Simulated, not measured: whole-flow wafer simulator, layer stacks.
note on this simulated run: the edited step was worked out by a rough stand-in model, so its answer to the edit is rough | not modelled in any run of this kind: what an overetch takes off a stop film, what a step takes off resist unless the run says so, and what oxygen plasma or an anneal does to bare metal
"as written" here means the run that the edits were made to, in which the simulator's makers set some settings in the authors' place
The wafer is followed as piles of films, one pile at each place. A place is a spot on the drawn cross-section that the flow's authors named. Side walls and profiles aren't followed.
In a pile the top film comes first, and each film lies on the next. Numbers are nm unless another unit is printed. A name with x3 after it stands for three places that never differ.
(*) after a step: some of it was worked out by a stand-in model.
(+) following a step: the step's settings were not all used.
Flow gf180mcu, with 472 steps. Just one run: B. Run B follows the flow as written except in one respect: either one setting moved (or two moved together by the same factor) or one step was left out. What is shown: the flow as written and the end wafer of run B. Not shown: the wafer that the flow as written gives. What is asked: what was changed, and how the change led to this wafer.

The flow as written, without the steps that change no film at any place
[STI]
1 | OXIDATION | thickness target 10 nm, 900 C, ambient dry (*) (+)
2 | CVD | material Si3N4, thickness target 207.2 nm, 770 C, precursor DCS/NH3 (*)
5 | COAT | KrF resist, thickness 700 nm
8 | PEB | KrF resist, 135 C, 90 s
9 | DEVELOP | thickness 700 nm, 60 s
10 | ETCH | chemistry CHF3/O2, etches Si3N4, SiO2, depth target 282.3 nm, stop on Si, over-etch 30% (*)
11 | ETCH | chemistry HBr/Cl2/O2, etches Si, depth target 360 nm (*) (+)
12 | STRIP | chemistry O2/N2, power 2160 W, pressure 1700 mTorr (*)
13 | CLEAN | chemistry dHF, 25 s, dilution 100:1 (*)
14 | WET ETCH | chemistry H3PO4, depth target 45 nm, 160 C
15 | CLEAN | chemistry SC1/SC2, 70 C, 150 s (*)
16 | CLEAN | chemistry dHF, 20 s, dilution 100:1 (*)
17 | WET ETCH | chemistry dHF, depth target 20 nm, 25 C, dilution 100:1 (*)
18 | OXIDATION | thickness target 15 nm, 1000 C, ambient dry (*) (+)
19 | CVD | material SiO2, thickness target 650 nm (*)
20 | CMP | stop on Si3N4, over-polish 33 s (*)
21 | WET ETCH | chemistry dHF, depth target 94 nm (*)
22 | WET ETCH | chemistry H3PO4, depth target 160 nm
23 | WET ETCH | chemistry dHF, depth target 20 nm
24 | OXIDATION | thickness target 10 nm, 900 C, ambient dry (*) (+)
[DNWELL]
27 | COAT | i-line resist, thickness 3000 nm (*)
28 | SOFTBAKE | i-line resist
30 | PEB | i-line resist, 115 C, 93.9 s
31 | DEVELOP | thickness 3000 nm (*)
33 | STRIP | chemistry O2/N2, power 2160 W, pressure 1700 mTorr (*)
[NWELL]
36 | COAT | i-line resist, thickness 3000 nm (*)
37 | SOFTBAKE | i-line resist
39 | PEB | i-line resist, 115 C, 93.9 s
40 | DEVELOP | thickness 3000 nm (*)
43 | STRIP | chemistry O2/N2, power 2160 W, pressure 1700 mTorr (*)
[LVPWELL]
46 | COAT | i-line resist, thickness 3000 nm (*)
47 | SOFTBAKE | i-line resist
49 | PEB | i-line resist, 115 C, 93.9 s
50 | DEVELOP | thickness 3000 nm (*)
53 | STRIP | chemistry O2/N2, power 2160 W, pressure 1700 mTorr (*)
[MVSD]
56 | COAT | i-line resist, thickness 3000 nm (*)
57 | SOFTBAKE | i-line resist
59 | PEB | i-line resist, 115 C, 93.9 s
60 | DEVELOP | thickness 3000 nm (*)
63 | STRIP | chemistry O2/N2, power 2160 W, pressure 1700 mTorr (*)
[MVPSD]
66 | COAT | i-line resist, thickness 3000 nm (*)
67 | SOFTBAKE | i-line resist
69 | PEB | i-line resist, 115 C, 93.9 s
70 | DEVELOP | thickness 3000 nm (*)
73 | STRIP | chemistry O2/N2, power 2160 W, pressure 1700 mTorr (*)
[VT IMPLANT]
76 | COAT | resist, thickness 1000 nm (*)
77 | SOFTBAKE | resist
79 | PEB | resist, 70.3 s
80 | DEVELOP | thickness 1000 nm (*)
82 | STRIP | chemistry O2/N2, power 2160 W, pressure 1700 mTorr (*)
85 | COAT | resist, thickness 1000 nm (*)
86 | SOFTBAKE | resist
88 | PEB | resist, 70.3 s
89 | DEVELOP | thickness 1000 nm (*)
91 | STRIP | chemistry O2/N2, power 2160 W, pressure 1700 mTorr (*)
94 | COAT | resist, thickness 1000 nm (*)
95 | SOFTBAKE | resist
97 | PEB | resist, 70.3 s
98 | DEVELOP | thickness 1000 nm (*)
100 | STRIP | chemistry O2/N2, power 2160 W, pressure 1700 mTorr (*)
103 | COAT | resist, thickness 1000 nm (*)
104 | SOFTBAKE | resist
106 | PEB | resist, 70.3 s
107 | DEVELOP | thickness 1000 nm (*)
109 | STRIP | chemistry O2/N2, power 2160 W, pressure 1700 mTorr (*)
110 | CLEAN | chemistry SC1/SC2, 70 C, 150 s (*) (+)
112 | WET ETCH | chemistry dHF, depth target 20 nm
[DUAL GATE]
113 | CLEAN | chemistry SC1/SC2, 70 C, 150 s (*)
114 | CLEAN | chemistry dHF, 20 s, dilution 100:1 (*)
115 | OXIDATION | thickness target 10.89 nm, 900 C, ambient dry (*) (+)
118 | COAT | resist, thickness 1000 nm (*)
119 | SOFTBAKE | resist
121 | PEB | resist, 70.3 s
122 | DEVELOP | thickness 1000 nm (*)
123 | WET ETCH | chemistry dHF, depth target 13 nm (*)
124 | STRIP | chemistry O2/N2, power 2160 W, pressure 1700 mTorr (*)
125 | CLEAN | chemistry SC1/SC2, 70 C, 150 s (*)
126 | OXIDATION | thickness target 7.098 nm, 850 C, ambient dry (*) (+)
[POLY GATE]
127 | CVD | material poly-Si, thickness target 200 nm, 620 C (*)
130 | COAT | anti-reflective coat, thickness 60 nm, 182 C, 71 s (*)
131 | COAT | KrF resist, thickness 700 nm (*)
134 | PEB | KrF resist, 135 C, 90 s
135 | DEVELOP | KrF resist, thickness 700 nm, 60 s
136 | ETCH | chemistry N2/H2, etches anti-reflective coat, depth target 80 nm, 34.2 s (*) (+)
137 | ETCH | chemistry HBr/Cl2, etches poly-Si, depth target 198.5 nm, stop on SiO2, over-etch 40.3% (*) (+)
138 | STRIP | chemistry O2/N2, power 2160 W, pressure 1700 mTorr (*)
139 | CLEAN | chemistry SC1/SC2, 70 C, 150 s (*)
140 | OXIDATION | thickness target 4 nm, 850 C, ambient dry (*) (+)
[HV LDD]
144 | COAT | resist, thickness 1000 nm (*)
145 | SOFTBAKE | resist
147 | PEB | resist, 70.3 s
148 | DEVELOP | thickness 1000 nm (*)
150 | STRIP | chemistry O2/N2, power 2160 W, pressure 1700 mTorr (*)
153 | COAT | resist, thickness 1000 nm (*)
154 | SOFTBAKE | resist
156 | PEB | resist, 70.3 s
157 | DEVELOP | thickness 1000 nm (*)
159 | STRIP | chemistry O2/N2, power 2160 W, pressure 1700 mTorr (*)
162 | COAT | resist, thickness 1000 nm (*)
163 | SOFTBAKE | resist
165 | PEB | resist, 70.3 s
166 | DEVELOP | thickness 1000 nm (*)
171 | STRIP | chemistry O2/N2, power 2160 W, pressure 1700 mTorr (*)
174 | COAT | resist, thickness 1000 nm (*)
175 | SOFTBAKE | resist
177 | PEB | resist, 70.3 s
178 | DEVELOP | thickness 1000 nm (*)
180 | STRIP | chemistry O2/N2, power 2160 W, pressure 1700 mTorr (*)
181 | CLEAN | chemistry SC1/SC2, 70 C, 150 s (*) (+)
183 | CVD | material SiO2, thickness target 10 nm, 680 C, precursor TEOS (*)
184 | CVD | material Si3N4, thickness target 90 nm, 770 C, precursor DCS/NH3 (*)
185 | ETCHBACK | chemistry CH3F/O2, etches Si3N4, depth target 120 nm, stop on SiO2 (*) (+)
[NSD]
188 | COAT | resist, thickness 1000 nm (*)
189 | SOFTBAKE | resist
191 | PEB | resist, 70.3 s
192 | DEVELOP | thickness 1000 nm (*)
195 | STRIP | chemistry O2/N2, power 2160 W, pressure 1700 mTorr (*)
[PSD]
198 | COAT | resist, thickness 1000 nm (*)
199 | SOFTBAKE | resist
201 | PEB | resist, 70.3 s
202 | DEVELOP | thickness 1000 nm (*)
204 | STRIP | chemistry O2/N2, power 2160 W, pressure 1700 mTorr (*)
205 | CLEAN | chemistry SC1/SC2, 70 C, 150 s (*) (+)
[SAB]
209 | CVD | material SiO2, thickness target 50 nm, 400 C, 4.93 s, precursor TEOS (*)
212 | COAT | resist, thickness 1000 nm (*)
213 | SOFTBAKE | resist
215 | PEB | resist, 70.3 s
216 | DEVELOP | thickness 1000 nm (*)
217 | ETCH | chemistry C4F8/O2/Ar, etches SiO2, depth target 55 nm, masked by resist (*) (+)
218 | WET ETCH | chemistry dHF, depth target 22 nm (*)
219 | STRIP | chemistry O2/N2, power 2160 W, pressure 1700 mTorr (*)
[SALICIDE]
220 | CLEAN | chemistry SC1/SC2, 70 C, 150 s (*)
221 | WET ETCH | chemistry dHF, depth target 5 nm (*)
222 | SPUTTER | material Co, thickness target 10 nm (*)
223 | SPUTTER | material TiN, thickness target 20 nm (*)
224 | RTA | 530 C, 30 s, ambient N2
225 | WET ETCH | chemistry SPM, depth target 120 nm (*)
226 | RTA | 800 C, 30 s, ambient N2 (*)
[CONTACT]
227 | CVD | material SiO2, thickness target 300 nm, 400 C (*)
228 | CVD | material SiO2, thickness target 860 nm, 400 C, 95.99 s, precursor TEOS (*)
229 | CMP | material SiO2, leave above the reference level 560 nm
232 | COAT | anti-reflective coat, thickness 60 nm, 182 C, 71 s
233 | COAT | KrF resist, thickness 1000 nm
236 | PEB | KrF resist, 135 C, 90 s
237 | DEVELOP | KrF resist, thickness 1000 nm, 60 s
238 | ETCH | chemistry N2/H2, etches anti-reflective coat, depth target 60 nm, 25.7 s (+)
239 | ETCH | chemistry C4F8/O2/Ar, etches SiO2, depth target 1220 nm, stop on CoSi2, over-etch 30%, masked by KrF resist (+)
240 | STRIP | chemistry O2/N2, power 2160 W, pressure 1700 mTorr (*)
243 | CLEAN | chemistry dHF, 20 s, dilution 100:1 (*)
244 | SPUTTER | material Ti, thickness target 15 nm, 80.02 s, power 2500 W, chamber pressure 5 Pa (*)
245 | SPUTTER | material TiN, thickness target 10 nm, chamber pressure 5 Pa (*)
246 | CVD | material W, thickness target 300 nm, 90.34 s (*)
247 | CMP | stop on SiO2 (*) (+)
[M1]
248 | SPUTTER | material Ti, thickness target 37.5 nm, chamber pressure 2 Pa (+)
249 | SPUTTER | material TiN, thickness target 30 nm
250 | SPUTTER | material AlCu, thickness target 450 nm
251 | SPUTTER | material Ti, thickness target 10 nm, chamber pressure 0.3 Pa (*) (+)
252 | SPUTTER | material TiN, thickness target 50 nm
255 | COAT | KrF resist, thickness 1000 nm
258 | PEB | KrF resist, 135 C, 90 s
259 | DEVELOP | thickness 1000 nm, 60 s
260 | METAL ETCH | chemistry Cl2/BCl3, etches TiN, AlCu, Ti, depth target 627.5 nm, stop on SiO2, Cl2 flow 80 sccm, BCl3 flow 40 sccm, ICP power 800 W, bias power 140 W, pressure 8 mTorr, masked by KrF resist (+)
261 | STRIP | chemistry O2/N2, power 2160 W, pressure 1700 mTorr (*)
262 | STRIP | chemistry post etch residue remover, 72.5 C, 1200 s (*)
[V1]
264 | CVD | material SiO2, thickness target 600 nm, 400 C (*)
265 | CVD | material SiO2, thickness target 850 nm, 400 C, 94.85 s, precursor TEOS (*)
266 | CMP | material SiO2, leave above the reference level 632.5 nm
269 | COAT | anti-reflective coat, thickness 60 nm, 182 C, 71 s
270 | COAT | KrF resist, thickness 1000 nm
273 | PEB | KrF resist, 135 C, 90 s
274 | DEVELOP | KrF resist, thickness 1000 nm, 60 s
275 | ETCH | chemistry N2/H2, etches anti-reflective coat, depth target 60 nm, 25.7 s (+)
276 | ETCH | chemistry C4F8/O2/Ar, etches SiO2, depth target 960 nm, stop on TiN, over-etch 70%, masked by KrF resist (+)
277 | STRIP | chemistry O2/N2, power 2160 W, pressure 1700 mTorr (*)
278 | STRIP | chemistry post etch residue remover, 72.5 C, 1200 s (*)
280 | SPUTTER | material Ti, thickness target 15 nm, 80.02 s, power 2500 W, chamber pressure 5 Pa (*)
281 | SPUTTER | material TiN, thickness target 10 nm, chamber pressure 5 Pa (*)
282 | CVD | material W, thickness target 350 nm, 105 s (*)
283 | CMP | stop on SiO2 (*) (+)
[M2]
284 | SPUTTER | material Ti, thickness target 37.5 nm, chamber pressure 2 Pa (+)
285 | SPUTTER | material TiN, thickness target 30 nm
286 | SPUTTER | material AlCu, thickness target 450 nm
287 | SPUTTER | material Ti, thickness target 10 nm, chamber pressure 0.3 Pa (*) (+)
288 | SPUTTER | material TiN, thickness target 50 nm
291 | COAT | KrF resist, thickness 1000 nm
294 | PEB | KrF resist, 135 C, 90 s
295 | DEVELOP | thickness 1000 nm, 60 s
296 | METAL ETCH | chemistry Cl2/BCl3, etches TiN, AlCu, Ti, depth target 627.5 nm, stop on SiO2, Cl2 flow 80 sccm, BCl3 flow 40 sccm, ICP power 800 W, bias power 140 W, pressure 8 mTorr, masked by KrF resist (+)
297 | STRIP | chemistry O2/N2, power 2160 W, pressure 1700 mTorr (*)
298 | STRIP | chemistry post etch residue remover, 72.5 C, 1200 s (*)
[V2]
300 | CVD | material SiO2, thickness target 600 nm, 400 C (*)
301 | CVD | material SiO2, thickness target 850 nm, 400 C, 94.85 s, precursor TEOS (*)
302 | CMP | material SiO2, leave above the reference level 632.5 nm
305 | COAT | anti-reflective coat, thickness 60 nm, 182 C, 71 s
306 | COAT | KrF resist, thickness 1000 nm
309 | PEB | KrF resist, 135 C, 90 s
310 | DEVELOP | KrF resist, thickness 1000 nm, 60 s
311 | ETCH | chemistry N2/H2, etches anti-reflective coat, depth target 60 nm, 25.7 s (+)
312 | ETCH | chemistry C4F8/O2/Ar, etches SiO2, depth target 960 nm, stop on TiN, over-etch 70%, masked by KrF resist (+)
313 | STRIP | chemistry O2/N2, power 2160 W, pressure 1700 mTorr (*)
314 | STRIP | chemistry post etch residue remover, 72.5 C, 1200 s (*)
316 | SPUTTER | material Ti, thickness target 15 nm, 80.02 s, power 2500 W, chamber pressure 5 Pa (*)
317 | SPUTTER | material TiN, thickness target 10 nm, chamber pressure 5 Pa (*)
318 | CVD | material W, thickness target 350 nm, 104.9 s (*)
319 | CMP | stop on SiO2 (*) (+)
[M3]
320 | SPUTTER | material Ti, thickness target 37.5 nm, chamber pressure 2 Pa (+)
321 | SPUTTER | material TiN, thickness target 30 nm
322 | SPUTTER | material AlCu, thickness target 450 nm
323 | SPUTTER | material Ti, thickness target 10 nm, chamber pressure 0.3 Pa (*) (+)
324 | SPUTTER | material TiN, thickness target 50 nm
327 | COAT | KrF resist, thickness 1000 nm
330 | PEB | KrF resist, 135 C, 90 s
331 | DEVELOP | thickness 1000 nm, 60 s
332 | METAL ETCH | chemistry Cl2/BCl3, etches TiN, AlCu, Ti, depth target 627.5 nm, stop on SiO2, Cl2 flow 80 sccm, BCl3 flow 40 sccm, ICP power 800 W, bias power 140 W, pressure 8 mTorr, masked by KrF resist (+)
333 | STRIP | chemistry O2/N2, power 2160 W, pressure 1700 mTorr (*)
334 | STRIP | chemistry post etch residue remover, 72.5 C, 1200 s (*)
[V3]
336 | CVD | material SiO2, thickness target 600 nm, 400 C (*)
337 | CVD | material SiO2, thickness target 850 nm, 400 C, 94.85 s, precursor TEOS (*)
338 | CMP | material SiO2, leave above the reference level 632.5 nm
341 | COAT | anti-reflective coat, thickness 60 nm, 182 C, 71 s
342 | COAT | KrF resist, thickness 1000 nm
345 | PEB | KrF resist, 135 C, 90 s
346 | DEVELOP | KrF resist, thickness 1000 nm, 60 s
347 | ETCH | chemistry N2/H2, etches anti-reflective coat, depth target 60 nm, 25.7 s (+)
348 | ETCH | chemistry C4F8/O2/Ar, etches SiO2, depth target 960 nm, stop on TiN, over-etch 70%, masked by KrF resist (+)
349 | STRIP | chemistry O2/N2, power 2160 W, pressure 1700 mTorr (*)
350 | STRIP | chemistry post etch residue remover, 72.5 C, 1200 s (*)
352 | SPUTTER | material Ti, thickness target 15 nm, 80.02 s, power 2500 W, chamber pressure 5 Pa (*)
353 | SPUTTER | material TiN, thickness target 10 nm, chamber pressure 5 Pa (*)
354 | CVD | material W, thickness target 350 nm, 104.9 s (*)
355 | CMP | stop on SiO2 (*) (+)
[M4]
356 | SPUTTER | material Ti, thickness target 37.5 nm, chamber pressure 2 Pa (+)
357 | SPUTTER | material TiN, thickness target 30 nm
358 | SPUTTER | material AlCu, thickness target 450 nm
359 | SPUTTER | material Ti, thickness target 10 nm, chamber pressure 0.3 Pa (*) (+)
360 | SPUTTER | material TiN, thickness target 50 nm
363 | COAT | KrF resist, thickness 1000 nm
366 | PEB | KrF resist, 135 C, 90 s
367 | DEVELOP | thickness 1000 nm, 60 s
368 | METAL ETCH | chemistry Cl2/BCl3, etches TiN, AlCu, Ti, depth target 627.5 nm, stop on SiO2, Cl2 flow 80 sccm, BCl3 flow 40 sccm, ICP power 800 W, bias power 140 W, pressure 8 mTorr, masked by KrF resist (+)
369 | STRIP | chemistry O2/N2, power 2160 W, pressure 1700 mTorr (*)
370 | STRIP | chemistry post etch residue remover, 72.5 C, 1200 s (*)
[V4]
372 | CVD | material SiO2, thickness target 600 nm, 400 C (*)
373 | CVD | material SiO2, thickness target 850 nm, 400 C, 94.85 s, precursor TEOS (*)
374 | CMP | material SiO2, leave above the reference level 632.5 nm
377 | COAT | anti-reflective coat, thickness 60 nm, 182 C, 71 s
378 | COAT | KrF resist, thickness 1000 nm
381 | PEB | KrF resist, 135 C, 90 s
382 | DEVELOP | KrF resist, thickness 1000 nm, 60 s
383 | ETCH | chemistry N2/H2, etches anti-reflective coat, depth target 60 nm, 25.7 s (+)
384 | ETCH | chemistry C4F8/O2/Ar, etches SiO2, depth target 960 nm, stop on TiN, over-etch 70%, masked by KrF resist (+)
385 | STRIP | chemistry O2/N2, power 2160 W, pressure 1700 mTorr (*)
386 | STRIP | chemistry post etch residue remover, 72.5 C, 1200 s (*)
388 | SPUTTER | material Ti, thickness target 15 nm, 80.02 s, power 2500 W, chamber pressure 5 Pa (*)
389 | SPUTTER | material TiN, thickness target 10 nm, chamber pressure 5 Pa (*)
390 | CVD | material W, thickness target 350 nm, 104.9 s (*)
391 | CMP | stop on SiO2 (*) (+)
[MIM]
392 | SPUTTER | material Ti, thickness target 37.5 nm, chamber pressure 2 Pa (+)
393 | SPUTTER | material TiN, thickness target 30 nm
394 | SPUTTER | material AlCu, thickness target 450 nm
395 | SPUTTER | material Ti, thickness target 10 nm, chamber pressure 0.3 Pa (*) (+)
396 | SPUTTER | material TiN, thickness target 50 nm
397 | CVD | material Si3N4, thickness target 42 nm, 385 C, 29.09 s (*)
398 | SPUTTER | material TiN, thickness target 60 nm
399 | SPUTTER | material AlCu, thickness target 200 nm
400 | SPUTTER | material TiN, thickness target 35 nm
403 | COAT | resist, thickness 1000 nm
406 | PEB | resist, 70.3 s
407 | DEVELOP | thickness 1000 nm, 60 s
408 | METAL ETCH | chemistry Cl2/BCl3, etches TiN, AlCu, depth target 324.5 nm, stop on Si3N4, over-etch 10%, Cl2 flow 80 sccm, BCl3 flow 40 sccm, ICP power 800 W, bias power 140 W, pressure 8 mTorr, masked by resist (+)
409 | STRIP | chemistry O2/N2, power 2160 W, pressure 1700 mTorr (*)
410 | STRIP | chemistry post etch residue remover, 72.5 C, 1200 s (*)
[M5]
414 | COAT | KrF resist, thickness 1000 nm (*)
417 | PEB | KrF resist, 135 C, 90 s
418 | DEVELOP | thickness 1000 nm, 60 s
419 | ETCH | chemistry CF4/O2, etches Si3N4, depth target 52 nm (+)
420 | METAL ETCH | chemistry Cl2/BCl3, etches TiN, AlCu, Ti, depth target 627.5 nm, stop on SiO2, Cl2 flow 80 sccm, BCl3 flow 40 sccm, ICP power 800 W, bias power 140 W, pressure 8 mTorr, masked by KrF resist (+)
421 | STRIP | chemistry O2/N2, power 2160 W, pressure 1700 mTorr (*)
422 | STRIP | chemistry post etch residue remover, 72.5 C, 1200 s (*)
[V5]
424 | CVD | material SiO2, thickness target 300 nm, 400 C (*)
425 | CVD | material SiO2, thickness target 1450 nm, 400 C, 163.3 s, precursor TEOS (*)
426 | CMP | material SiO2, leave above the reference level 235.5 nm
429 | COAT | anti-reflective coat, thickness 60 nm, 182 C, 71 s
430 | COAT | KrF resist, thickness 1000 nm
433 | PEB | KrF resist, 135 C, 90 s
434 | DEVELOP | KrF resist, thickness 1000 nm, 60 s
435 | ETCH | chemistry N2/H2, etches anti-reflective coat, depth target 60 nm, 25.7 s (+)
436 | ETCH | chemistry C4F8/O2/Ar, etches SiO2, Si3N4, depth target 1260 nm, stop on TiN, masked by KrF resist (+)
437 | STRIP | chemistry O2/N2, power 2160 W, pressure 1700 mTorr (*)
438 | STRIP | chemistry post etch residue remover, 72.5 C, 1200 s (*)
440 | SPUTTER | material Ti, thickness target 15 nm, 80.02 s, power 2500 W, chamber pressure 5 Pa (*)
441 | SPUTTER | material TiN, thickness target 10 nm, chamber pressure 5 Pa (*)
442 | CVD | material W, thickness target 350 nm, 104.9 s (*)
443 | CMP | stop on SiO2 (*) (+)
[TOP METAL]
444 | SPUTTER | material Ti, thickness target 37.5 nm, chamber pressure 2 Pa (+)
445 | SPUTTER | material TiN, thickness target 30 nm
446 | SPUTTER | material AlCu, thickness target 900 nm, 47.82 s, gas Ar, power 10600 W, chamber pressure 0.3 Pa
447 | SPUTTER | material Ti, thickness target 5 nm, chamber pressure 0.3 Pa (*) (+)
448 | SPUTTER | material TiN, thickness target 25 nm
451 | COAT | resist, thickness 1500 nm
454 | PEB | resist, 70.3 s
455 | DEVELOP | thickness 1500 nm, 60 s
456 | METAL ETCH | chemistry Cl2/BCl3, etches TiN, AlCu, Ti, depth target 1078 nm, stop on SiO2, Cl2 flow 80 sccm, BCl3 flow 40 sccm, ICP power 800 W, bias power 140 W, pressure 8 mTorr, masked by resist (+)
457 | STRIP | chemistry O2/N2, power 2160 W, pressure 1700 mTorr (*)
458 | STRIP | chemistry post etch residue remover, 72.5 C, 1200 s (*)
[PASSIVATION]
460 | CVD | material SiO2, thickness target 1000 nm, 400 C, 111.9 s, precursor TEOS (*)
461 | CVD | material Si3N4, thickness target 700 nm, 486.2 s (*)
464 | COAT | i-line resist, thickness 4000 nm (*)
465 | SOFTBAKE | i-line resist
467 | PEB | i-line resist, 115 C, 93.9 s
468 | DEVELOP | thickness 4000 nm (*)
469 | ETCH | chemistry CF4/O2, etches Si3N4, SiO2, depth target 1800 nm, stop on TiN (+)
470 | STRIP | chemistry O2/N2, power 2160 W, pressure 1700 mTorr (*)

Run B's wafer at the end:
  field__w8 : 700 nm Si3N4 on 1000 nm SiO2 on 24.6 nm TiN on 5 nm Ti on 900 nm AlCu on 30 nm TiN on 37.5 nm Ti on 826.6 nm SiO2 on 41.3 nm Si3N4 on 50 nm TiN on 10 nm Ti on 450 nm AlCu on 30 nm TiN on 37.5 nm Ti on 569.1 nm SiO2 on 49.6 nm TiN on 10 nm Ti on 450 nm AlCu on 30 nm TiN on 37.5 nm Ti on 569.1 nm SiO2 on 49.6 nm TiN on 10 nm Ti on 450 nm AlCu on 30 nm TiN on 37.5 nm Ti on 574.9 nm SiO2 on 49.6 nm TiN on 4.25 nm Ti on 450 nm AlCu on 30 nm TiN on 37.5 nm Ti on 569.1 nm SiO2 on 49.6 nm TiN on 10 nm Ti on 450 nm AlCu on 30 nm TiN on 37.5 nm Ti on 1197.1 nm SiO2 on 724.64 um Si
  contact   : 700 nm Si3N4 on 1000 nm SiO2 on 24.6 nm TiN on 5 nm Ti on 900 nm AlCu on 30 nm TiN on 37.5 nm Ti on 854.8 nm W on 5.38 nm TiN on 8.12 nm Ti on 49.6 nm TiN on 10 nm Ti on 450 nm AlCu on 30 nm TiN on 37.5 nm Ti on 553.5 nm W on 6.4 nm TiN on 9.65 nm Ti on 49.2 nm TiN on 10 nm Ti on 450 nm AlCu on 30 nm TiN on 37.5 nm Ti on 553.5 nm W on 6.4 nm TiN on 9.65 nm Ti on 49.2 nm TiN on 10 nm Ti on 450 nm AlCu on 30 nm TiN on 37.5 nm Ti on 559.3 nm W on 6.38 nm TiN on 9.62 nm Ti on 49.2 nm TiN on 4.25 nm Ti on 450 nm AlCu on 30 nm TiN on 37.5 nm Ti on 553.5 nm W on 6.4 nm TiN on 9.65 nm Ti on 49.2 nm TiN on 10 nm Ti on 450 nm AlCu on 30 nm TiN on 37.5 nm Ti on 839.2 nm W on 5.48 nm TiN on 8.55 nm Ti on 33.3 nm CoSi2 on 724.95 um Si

The reason: step 287, SPUTTER: thickness target 4.25 nm was run, while the flow as written has thickness target 10 nm.
The wafer lets one read it off: field__w8 has Ti 4.25, and step 287 as written asks for 10 nm.

Step by step, how the change led to this:
  287 | SPUTTER | material Ti, thickness target 10 nm, chamber pressure 0.3 Pa (*) (+)
      field, field__w1, field__w2 and 108 more: Ti gains 4.25 (new film) (as written it would have been: Ti gains 10 (new film))
  296 | METAL ETCH | chemistry Cl2/BCl3, etches TiN, AlCu, Ti, depth target 627.5 nm, stop on SiO2, Cl2 flow 80 sccm, BCl3 flow 40 sccm, ICP power 800 W, bias power 140 W, pressure 8 mTorr, masked by KrF resist (+)
      field, field__w1, field__w2 and 103 more: TiN loses 50 (all of it), Ti loses 4.25 (all of it), AlCu loses 450 (all of it), TiN loses 30 (all of it), Ti loses 37.5 (all of it) (as written it would have been: TiN loses 50 (all of it), Ti loses 10 (all of it), AlCu loses 450 (all of it), TiN loses 30 (all of it), Ti loses 37.5 (all of it))
